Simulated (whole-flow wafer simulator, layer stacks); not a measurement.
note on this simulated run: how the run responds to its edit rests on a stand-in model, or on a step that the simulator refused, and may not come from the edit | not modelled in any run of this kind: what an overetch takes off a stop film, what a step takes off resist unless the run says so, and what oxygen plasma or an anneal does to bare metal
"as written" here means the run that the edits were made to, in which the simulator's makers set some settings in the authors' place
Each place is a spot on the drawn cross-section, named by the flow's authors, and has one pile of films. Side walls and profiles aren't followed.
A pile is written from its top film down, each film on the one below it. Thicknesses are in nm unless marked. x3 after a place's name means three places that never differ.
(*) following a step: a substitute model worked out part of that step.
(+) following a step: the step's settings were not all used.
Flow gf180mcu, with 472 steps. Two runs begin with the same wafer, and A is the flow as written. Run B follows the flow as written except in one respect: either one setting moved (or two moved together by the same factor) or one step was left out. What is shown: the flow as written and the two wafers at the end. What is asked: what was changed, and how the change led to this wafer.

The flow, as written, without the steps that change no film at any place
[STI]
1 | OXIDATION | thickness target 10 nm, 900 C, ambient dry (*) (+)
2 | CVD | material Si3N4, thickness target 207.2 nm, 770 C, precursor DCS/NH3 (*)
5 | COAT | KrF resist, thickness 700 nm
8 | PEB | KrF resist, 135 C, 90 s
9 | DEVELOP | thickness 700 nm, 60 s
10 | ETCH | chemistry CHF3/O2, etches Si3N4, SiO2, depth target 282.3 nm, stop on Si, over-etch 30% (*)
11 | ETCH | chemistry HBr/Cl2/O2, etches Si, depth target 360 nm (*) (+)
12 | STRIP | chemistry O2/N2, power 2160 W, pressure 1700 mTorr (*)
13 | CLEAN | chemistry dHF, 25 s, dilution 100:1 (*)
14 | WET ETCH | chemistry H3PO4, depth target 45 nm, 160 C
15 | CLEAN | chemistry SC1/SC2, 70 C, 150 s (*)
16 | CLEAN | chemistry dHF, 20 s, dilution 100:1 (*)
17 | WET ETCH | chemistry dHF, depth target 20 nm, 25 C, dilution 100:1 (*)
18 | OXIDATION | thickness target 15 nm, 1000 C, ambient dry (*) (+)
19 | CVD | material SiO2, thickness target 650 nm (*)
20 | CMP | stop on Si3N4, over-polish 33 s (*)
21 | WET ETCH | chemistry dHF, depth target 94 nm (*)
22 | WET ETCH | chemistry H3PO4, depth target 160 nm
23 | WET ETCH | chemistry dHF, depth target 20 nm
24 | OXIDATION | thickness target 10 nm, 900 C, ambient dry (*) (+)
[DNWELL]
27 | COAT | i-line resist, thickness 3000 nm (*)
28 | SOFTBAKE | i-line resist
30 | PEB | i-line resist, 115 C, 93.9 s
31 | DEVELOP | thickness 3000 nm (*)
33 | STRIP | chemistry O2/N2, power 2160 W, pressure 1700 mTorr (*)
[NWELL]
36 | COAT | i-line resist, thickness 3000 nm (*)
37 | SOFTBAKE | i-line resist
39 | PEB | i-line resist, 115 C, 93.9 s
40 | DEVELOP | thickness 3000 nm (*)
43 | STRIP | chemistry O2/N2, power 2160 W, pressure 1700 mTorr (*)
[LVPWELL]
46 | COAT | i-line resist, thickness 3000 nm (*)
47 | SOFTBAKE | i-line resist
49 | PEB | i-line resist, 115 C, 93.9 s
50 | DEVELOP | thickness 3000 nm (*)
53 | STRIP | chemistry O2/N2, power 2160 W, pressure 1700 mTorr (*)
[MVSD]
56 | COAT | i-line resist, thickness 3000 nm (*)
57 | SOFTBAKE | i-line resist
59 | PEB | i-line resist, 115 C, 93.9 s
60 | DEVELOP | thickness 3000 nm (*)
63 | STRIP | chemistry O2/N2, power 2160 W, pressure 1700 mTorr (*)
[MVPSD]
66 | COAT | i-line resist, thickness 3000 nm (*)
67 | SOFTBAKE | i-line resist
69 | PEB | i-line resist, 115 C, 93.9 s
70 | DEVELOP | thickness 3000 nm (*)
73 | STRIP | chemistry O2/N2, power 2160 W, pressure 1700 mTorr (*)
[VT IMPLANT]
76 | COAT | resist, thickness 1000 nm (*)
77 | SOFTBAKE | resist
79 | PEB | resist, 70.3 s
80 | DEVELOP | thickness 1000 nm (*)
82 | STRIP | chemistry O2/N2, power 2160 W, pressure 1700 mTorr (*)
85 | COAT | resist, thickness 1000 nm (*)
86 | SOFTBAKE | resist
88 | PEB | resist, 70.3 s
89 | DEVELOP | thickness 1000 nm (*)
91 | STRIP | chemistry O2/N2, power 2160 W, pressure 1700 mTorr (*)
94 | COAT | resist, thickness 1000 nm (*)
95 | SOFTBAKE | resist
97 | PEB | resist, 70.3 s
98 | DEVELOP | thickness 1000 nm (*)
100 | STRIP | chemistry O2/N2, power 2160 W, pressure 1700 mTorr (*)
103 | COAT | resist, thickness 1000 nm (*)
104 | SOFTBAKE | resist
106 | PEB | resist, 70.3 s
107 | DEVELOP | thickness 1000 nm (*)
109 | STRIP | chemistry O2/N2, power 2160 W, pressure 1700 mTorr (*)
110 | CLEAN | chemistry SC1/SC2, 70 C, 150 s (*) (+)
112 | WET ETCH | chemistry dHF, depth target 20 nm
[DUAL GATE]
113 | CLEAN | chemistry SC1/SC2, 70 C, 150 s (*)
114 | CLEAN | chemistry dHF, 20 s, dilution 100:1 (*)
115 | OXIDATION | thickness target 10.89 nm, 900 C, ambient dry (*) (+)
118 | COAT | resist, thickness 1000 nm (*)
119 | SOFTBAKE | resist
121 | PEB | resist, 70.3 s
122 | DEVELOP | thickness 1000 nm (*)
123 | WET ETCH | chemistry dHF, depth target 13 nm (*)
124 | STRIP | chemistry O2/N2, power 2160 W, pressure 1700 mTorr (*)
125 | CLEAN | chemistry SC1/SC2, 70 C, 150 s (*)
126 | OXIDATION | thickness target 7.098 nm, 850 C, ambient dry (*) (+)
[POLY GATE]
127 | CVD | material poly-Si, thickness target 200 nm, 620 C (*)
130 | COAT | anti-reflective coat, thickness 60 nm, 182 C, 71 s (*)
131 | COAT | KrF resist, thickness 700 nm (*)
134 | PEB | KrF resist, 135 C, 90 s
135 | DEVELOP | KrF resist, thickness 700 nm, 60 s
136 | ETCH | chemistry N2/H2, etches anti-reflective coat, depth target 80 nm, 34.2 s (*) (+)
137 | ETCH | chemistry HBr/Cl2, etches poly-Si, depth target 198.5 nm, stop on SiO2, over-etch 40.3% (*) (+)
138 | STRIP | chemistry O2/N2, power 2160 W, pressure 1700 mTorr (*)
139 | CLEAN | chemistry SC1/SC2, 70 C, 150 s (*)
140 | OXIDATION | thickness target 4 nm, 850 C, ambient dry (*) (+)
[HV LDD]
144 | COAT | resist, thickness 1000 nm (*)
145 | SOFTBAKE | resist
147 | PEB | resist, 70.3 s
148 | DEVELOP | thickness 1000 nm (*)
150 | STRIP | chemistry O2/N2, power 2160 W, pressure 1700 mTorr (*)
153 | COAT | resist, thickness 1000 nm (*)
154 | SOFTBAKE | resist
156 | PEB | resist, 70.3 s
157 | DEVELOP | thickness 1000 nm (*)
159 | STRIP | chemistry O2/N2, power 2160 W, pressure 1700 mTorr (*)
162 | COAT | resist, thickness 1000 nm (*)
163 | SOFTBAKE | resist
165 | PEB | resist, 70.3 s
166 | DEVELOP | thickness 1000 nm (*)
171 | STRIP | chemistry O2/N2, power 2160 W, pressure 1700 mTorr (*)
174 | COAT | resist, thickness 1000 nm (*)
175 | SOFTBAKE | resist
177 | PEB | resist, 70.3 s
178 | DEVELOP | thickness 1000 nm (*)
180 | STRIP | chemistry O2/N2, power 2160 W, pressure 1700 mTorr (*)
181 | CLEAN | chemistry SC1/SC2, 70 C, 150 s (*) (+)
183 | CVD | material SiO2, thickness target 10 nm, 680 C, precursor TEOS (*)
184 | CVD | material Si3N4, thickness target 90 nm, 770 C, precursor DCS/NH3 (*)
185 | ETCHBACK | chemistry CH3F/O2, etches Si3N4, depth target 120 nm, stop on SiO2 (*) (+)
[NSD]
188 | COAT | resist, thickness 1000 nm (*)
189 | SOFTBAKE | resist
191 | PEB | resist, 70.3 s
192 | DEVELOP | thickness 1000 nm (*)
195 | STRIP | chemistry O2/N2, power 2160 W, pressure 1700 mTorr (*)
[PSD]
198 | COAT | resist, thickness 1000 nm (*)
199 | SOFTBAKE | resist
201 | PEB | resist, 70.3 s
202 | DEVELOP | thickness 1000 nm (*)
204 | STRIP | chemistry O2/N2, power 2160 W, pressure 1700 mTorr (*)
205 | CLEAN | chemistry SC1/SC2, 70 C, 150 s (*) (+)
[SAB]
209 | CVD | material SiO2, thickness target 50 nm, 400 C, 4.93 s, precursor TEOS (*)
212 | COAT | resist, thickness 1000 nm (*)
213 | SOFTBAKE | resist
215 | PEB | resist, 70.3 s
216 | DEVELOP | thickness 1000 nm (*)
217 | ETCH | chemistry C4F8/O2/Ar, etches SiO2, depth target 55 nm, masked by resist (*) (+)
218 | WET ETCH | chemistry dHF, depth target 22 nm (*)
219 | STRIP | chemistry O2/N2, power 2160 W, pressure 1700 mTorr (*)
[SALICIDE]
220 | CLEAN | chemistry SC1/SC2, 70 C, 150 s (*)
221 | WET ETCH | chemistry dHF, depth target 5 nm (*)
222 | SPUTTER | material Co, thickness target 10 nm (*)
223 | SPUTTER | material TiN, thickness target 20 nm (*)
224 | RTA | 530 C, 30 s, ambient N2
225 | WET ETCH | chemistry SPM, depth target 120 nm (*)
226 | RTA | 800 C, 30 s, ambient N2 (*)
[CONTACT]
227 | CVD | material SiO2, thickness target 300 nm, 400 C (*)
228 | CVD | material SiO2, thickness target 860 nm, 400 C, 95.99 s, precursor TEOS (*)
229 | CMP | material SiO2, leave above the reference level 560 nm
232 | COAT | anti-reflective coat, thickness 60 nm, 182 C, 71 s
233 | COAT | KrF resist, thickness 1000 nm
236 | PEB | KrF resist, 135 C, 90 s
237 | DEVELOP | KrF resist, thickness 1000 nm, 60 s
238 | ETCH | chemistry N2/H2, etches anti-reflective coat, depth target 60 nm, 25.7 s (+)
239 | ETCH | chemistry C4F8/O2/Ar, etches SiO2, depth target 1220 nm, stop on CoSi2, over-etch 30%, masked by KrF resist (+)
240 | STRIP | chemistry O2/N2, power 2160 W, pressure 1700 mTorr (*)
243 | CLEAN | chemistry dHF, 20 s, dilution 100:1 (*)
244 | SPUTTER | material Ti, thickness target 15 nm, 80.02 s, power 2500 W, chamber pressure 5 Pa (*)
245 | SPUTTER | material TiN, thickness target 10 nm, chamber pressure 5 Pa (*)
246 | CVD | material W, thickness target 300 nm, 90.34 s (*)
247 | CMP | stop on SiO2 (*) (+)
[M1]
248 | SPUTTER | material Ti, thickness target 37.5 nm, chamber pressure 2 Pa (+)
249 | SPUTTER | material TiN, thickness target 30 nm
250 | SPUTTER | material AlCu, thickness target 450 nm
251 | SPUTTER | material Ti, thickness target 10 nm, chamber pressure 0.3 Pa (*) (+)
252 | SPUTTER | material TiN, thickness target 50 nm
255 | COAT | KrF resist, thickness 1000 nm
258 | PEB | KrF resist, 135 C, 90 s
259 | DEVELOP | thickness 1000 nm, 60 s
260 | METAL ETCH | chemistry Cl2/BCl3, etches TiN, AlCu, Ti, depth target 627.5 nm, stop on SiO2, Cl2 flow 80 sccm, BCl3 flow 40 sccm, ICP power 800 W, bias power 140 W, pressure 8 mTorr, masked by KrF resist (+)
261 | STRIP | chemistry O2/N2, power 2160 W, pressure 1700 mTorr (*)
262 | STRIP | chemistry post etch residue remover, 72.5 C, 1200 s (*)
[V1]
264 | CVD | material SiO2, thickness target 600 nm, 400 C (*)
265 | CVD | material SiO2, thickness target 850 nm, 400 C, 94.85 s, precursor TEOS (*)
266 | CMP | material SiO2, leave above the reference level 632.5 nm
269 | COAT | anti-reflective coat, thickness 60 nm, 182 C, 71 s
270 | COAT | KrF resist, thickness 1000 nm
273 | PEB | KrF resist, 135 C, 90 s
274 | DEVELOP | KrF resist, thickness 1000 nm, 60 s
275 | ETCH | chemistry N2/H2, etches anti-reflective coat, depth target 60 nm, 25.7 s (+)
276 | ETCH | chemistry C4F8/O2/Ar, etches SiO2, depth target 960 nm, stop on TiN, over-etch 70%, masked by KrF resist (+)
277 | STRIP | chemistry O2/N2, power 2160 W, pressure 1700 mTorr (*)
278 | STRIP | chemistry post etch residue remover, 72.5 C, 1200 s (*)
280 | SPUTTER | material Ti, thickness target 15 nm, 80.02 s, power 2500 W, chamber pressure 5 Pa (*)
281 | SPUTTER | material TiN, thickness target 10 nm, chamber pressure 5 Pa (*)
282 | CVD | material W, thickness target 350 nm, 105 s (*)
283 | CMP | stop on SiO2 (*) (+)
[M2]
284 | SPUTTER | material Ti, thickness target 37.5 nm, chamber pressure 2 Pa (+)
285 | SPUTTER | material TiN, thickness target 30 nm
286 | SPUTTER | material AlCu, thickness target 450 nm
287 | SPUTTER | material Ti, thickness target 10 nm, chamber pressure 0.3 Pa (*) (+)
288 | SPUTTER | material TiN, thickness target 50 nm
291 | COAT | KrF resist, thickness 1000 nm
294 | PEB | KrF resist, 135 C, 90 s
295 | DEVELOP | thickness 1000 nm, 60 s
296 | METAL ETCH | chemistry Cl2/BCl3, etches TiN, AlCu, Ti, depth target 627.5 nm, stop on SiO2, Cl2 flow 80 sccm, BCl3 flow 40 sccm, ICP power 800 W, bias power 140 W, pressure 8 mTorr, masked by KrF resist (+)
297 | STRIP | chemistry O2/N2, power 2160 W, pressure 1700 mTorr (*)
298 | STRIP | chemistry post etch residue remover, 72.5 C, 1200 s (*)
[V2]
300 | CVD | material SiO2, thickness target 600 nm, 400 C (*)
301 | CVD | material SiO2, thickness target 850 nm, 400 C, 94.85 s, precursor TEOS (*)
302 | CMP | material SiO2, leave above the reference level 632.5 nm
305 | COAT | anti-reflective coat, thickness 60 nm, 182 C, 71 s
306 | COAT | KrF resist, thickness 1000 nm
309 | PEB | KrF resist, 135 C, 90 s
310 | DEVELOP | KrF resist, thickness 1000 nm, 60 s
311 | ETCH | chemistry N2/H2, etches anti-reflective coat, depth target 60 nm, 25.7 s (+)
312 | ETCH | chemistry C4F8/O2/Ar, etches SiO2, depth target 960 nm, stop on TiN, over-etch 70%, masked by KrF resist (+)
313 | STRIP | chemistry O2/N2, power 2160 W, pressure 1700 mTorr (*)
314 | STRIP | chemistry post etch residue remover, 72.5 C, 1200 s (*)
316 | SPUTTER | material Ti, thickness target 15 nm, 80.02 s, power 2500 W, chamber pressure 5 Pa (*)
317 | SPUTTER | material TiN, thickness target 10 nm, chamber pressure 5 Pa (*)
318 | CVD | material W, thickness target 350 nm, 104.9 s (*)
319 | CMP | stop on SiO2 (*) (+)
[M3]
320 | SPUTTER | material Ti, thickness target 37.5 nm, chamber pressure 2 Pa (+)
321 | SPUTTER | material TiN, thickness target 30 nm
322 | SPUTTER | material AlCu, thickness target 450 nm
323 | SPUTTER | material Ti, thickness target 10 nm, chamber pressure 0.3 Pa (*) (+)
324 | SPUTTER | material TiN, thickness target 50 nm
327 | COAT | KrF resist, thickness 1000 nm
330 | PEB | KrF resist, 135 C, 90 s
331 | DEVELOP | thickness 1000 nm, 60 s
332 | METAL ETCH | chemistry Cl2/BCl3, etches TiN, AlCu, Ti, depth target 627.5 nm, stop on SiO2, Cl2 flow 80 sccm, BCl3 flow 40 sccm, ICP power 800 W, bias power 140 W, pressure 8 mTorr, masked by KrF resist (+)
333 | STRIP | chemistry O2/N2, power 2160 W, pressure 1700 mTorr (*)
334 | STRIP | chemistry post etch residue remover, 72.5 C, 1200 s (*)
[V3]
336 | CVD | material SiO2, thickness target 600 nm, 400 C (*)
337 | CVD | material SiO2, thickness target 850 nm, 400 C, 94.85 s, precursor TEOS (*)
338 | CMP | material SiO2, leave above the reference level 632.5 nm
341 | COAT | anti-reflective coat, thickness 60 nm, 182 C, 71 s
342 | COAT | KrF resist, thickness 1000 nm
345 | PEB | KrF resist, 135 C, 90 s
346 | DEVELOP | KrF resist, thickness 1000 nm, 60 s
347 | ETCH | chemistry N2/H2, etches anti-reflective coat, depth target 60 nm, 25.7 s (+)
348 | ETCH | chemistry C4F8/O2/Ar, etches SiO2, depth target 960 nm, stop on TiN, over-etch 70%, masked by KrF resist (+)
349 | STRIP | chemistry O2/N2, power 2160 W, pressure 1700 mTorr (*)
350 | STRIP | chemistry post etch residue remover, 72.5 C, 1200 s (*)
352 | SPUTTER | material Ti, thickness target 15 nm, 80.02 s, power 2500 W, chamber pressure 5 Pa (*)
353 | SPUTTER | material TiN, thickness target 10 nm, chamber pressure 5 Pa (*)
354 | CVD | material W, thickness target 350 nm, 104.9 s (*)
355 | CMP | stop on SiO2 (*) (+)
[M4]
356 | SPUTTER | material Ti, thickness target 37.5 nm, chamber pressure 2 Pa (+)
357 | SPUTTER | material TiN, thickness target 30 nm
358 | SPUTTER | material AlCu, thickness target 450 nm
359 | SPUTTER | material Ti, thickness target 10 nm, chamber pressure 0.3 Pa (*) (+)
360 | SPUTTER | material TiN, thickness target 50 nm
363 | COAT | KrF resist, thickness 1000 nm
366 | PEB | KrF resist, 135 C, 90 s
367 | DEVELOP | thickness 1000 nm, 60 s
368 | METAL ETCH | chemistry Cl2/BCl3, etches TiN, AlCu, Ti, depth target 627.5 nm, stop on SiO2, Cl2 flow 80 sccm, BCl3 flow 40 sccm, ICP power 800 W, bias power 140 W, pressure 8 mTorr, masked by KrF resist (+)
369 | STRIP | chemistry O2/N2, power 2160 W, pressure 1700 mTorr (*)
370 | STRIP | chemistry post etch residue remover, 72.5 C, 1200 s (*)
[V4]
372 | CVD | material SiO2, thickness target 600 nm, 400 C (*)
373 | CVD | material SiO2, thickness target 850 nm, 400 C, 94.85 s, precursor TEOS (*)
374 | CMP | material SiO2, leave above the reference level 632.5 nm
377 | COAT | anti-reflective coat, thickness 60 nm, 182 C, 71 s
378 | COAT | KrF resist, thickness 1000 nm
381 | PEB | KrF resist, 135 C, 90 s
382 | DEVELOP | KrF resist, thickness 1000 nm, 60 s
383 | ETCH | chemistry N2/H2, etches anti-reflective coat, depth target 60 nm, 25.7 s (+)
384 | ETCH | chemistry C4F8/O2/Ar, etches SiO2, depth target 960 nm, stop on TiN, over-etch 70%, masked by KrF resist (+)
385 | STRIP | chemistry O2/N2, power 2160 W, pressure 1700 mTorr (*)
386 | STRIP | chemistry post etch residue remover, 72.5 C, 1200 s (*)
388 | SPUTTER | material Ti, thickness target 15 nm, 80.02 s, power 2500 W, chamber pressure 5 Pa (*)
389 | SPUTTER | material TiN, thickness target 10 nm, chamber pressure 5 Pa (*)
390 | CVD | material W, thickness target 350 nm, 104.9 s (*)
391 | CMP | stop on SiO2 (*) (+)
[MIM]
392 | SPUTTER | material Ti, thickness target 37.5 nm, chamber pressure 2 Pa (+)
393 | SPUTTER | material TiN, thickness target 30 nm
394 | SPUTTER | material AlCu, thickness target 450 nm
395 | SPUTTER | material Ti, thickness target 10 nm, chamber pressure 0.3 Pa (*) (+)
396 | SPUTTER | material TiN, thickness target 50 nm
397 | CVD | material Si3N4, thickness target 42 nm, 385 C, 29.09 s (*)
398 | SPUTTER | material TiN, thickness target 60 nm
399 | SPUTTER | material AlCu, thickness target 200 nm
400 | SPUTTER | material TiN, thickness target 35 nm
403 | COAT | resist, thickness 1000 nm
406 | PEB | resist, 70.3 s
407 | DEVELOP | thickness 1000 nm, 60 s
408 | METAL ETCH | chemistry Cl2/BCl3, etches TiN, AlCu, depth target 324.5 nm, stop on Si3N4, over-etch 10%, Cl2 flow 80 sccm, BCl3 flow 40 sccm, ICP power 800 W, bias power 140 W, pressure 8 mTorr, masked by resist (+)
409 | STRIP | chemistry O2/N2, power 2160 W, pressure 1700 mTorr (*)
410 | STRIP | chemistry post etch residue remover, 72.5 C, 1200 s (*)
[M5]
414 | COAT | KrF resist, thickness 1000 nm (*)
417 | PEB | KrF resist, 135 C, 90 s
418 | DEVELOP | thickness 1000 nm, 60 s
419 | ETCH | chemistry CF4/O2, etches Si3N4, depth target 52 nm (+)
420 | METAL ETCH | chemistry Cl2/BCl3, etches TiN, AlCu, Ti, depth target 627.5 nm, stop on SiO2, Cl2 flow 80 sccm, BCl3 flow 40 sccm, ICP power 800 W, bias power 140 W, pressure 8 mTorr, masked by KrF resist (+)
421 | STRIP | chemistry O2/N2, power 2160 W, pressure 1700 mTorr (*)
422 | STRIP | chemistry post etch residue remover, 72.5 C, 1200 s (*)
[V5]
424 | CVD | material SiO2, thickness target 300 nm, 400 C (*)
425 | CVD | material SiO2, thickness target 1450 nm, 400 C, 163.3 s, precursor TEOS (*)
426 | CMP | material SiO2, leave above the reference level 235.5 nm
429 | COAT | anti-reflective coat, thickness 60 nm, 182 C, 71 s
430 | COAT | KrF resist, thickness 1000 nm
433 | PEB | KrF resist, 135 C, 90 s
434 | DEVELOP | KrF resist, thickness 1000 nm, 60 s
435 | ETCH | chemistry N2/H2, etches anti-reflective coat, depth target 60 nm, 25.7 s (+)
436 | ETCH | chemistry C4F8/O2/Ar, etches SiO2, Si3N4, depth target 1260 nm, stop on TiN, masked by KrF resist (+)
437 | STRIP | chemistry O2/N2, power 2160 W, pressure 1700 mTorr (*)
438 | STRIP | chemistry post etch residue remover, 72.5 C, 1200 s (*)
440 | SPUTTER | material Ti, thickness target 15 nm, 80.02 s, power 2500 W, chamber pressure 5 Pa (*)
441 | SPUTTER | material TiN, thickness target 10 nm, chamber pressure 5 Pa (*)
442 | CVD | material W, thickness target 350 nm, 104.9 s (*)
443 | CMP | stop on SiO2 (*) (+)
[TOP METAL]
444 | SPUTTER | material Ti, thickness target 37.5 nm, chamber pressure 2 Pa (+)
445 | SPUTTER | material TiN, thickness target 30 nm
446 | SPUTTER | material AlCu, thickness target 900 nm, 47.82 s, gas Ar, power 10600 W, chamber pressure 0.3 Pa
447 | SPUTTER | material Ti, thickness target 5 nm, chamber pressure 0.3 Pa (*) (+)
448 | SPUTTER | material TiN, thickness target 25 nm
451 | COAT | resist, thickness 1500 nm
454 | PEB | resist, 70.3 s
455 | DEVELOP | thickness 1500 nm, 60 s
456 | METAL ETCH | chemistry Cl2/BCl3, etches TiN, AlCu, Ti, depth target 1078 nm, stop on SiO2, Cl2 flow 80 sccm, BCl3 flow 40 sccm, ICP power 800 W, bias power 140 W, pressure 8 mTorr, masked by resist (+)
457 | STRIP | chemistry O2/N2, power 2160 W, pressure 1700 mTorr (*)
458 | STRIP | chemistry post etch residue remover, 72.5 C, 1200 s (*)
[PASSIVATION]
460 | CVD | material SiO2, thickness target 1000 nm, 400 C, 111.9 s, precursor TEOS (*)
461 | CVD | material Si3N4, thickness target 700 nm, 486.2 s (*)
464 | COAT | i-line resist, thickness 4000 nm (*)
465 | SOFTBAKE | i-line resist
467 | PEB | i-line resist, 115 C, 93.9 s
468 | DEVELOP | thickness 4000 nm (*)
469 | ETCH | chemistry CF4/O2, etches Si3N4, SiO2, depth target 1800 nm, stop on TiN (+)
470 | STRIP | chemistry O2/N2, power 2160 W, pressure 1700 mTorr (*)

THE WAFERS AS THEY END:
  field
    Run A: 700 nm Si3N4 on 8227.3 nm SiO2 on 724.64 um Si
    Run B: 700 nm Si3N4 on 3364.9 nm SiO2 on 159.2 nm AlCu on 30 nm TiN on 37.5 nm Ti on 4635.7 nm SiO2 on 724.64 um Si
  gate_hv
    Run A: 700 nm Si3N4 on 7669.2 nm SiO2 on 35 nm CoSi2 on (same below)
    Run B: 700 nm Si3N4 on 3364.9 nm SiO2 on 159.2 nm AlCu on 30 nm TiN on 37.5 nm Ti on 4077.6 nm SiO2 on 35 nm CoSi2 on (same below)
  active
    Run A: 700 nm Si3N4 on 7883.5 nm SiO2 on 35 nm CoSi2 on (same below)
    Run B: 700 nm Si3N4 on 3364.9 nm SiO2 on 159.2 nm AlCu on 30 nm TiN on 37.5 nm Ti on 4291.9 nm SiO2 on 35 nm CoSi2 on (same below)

What caused this: step 368, METAL ETCH: depth target 345.1 nm was run, though the flow has depth target 627.5 nm.

How this came from the change, step by step:
  368 | METAL ETCH | chemistry Cl2/BCl3, etches TiN, AlCu, Ti, depth target 627.5 nm, stop on SiO2, Cl2 flow 80 sccm, BCl3 flow 40 sccm, ICP power 800 W, bias power 140 W, pressure 8 mTorr, masked by KrF resist (+)
      field, field__w1, field__w2 and 103 more: A TiN loses 50 (all of it), Ti loses 10 (all of it), AlCu loses 450 (all of it), TiN loses 30 (all of it), Ti loses 37.5 (all of it) | B TiN loses 50 (all of it), Ti loses 10 (all of it), AlCu loses 285.1
      field__w8, contact, m1, m1__w1, m1_nw: A KrF resist loses 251 | B KrF resist loses 138
  369 | STRIP | chemistry O2/N2, power 2160 W, pressure 1700 mTorr (*)
      field__w8, contact, m1, m1__w1, m1_nw: A KrF resist loses 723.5 (all of it) | B KrF resist loses 836.5 (all of it)
  370 | STRIP | chemistry post etch residue remover, 72.5 C, 1200 s (*)
      field, field__w1, field__w2 and 103 more: A nothing | B AlCu loses 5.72
  372 | CVD | material SiO2, thickness target 600 nm, 400 C (*)
      field, field__w1, field__w2 and 103 more: A SiO2 gains 600 | B SiO2 gains 600 (new film)
  374 | CMP | material SiO2, leave above the reference level 632.5 nm
      field, field__w1, field__w2 and 103 more: A SiO2 loses 300 | B SiO2 loses 526.7
With metal films that touch counted as one body, field has 1 body; the flow as written gives 0 bodies.
With metal films that touch counted as one body, gate_hv has 2 bodies (between them, from the top down: SiO2 4077.6); the flow as written gives 1 body.
With metal films that touch counted as one body, active has 2 bodies (between them, from the top down: SiO2 4291.9); the flow as written gives 1 body.
